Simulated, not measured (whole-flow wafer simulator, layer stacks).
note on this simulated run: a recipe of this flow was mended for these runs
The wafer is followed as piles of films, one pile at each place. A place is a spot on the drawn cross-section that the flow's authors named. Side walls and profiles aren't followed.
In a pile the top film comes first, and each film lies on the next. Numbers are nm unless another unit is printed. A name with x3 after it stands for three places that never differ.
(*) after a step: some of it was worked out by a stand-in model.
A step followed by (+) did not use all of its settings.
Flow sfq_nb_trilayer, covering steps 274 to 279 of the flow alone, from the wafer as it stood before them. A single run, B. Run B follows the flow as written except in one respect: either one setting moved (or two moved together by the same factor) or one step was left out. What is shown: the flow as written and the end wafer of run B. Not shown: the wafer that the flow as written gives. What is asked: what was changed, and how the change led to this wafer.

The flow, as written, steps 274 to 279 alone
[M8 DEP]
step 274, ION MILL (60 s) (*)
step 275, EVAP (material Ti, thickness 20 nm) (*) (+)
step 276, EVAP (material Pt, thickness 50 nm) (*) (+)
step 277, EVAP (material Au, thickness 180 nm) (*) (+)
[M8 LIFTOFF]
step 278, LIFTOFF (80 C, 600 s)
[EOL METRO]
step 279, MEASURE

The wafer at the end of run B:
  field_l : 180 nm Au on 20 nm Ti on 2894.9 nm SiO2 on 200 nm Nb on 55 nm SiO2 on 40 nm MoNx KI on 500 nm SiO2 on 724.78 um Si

What caused this: step 276, EVAP: material Pt, thickness 50 nm (*) (+), was not run.

How this came from the change, step by step:
  step 278, LIFTOFF (80 C, 600 s)
      p4_fl x5, p4_w1 x9, p3_s0 x11 and 49 more: Au loses 180 (all of it), Ti loses 20 (all of it), KrF-resist-other-grade loses 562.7 (all of it), lift-off-underlayer loses 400 (all of it) (as written it would have been: Au loses 180 (all of it), Pt loses 50 (all of it), Ti loses 20 (all of it), KrF-resist-other-grade loses 562.7 (all of it), lift-off-underlayer loses 400 (all of it))
      r_sur, res, r_end: Au loses 180 (all of it), Ti loses 20 (all of it), KrF-resist-other-grade loses 559.9 (all of it), lift-off-underlayer loses 399.5 (all of it) (as written it would have been: Au loses 180 (all of it), Pt loses 50 (all of it), Ti loses 20 (all of it), KrF-resist-other-grade loses 559.9 (all of it), lift-off-underlayer loses 399.5 (all of it))
      (and at 18 other places as well)
